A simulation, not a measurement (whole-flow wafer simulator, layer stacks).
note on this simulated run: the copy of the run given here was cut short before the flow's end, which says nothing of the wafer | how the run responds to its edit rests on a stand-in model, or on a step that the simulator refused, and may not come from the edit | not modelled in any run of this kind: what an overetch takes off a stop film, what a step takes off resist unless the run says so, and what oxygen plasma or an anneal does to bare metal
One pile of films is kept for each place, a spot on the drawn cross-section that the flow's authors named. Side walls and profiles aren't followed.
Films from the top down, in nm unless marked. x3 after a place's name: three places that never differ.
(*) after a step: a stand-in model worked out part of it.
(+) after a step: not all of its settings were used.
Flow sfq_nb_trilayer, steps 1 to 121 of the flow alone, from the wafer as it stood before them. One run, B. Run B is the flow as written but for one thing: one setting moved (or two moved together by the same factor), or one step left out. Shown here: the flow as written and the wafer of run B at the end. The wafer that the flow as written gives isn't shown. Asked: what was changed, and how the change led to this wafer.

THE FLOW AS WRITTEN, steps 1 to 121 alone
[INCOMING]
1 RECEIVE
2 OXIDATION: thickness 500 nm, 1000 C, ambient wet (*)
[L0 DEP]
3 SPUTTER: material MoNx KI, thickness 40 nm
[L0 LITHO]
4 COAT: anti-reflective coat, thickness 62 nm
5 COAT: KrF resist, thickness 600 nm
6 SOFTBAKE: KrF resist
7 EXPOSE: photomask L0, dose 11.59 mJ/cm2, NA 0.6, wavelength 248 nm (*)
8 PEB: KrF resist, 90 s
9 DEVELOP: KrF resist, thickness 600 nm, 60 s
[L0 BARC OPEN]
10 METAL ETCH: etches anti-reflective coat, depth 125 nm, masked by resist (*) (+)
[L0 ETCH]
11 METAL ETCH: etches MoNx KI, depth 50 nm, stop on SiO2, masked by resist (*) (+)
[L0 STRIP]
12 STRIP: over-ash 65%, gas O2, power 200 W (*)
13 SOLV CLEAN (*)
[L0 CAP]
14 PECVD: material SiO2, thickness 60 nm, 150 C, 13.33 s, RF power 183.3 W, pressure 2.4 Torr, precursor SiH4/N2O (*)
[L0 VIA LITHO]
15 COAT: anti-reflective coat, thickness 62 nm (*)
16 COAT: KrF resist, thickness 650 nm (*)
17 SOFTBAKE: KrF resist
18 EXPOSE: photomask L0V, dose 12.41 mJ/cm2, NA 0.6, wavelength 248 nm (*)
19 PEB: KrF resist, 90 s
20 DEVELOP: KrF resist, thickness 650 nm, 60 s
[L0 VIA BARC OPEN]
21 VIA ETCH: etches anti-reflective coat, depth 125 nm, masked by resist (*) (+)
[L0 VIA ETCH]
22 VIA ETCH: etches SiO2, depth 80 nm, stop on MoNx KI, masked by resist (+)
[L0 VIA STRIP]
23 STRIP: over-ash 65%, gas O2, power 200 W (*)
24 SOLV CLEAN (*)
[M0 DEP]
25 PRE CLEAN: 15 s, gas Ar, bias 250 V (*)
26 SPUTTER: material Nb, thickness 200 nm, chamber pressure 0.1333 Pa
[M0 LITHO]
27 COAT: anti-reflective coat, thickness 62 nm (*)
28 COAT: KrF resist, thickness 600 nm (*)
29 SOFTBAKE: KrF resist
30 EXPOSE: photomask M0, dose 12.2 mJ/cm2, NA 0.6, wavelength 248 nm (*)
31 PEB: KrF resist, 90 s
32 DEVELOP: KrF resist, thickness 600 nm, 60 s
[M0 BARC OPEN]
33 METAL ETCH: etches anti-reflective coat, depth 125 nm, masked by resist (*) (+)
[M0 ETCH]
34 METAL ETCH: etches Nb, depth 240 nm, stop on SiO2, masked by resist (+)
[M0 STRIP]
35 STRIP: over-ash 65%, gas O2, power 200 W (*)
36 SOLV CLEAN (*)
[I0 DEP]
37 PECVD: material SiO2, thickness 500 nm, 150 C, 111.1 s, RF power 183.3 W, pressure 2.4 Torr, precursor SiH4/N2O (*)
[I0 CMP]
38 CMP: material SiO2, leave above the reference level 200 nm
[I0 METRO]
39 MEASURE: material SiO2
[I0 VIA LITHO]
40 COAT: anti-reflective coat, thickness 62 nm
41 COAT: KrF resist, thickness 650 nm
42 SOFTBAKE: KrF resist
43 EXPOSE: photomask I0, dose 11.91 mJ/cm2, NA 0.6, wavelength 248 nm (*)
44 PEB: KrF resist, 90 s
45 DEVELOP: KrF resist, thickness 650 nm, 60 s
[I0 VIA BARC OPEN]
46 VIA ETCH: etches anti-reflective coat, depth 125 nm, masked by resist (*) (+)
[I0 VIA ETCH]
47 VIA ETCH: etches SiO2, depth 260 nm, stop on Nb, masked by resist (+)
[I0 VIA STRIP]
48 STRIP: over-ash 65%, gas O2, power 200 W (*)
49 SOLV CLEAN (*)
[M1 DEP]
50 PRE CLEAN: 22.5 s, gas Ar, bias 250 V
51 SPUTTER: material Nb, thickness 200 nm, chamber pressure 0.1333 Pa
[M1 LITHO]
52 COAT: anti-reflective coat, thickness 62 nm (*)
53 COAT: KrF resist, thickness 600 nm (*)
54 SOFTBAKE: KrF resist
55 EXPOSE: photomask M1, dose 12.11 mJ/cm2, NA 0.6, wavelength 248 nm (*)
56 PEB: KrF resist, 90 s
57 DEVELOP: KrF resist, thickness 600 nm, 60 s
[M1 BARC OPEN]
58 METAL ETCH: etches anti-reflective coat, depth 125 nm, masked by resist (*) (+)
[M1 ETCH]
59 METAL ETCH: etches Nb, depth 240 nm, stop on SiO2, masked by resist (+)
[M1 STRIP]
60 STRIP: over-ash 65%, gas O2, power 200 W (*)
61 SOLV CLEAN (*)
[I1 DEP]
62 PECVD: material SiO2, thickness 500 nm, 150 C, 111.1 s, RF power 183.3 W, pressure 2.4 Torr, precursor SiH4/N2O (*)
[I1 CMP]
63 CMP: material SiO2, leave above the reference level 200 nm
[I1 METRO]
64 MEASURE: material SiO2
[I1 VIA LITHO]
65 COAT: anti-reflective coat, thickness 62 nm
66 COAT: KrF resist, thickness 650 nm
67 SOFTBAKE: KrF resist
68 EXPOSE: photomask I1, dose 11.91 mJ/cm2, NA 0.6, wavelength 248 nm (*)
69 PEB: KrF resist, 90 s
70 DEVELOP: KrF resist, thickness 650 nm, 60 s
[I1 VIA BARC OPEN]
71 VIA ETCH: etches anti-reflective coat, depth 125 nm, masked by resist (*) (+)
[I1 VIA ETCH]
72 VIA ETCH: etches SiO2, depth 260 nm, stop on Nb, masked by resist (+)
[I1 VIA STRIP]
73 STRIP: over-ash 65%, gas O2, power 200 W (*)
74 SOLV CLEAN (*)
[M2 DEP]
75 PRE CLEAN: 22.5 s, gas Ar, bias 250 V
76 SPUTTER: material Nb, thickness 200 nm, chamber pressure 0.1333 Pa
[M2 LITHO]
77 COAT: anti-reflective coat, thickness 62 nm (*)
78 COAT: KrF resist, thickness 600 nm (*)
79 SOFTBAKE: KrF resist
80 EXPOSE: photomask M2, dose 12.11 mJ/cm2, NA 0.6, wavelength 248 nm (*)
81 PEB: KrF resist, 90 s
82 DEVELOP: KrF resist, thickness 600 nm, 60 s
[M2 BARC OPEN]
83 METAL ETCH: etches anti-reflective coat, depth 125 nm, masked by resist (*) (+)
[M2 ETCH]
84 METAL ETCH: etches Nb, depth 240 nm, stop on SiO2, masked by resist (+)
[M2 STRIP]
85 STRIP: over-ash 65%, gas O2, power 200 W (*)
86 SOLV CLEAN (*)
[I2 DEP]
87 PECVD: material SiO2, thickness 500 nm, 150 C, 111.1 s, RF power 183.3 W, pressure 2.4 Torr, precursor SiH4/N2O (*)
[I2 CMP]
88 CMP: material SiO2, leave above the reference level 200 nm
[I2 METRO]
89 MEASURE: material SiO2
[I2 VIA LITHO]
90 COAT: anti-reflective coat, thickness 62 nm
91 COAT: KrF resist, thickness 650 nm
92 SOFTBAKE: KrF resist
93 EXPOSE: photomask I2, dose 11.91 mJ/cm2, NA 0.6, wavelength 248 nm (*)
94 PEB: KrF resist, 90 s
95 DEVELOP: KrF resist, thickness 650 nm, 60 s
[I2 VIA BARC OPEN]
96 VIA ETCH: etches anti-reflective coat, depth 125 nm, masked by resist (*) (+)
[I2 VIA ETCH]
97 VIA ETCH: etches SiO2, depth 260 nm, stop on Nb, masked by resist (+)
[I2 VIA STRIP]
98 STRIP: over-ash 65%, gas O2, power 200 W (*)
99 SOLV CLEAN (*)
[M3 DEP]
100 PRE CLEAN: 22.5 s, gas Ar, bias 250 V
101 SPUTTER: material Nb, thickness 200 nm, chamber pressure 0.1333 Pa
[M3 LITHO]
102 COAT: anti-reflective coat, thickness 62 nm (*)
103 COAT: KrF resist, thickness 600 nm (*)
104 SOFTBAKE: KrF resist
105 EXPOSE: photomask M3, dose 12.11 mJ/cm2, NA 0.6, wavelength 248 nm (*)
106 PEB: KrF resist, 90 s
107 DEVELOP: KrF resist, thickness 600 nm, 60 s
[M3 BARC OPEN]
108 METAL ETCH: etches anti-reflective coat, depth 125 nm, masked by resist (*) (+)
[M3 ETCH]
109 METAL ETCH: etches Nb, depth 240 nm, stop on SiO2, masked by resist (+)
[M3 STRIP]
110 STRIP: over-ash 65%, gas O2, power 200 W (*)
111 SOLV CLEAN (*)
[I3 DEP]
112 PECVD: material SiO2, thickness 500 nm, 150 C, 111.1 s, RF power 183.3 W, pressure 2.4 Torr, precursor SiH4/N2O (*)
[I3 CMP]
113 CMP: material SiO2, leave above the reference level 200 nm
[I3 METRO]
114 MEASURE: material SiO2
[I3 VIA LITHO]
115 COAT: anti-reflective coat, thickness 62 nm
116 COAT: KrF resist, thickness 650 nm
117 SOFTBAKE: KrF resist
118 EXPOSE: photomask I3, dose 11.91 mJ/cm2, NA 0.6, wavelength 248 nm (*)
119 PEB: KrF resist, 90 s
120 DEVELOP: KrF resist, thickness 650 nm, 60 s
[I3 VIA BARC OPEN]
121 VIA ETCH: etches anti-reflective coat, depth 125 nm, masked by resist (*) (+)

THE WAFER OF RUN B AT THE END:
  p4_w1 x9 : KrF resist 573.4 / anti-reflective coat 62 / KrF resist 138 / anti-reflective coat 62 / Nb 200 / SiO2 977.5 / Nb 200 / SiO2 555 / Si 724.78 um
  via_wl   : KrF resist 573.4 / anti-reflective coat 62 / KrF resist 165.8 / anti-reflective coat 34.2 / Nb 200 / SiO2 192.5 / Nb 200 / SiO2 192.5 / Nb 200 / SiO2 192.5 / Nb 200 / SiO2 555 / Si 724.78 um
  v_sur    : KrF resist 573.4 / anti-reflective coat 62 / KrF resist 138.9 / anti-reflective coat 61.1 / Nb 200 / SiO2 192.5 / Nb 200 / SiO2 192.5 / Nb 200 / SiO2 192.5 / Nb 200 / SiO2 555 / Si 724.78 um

The cause: step 110, STRIP: over-ash 65%, gas O2, power 200 W (*), was left out.

How the change led to this, step by step:
  112 PECVD: material SiO2, thickness 500 nm, 150 C, 111.1 s, RF power 183.3 W, pressure 2.4 Torr, precursor SiH4/N2O (*)
      p4_g1 x8: SiO2 +500 (as written it would be: SiO2 +557.1)
      via_w: SiO2 +500 (new film) (as written it would be: SiO2 +615 (new film))
  113 CMP: material SiO2, leave above the reference level 200 nm
      p4_w1 x9, wl_j_sl x15: SiO2 -500 (all of it), KrF resist -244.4 (as written it would be: SiO2 -300)
      via_wl, via_wr: SiO2 -500 (all of it), KrF resist -218.4 (as written it would be: SiO2 -300)
      (and at 13 more places)
